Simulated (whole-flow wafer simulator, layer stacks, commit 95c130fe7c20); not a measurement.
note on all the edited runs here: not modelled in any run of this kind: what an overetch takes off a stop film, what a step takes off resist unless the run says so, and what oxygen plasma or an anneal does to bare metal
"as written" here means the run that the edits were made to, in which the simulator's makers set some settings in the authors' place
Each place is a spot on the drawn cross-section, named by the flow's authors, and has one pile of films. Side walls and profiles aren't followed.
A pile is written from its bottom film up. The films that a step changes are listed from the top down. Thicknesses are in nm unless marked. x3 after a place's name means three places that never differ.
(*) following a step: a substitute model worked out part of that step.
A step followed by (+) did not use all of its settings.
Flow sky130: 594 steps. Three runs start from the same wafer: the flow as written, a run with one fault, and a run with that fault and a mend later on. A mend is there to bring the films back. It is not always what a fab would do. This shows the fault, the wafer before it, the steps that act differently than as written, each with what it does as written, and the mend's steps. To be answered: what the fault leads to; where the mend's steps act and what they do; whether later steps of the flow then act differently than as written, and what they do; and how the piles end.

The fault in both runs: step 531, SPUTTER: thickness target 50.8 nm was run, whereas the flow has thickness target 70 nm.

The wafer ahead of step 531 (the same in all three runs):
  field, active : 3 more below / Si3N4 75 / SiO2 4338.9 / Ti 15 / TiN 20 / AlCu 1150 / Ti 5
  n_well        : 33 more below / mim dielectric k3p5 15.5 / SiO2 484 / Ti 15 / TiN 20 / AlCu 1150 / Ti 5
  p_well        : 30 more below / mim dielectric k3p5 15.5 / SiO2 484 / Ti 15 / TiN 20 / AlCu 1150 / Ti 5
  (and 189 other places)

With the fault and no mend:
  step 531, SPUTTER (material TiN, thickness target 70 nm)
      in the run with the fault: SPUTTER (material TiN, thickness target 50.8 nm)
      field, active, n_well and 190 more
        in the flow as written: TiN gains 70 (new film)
        in the run with the fault: TiN gains 50.8 (new film)
  Later steps of the flow acting differently than as written (18 more steps, not shown, differ only slightly: by at most 2% or 0.5 nm, whichever is larger):
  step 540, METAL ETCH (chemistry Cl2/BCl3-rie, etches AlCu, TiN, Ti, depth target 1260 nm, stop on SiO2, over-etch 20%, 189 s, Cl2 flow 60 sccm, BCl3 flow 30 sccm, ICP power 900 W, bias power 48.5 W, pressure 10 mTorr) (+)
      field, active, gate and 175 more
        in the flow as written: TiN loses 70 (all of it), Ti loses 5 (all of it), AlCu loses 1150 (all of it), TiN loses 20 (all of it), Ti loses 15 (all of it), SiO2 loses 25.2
        in the run with the fault: TiN loses 50.8 (all of it), Ti loses 5 (all of it), AlCu loses 1150 (all of it), TiN loses 20 (all of it), Ti loses 15 (all of it), SiO2 loses 27.1
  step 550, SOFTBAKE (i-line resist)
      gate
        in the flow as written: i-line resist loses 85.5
        in the run with the fault: i-line resist loses 83.6
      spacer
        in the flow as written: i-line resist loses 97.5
        in the run with the fault: i-line resist loses 95.3
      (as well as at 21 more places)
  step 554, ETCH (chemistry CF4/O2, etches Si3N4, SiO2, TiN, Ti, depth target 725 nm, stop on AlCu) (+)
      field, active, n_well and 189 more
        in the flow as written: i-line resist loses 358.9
        in the run with the fault: i-line resist loses 339.7
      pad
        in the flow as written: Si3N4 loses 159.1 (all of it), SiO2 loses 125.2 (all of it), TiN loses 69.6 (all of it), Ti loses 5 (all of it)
        in the run with the fault: Si3N4 loses 159.1 (all of it), SiO2 loses 125.2 (all of it), TiN loses 50.4 (all of it), Ti loses 5 (all of it)
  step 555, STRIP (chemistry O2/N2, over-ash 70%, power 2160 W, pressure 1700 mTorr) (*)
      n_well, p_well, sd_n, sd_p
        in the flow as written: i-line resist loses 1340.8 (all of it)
        in the run with the fault: i-line resist loses 1376.9 (all of it)
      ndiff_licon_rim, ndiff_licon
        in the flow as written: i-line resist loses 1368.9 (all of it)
        in the run with the fault: i-line resist loses 1404.5 (all of it)
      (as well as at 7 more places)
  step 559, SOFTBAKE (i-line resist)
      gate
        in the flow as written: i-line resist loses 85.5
        in the run with the fault: i-line resist loses 83.6
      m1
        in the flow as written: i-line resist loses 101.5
        in the run with the fault: i-line resist loses 99.2
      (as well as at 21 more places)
  The piles end different from the flow's at n_well, p_well, sd_n and 11 more by more than 2% or 0.5 nm, whichever is larger.
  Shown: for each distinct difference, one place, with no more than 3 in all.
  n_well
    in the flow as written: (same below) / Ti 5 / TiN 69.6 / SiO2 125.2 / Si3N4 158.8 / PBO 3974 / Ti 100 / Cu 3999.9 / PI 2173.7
    in the run with the fault: (same below) / Ti 5 / TiN 50.4 / SiO2 125.2 / Si3N4 158.8 / PBO 3987.8 / Ti 100 / Cu 3999.9 / PI 2175.9
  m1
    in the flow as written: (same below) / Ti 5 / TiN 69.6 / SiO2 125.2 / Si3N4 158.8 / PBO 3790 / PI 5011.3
    in the run with the fault: (same below) / Ti 5 / TiN 50.4 / SiO2 125.2 / Si3N4 158.8 / PBO 3805.9 / PI 5012.3
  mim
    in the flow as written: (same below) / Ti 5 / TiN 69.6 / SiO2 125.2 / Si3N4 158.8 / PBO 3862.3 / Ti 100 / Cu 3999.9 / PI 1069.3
    in the run with the fault: (same below) / Ti 5 / TiN 50.4 / SiO2 125.2 / Si3N4 158.8 / PBO 3877.1 / Ti 100 / Cu 3999.9 / PI 1071

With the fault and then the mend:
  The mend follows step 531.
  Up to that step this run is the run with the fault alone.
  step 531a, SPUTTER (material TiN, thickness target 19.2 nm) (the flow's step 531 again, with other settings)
      field, active, n_well and 190 more
        TiN gains 19.2
  None of the later steps of the flow acts differently than as written at any place that is followed.
  At every place that both follow, the piles at the end match the flow's.
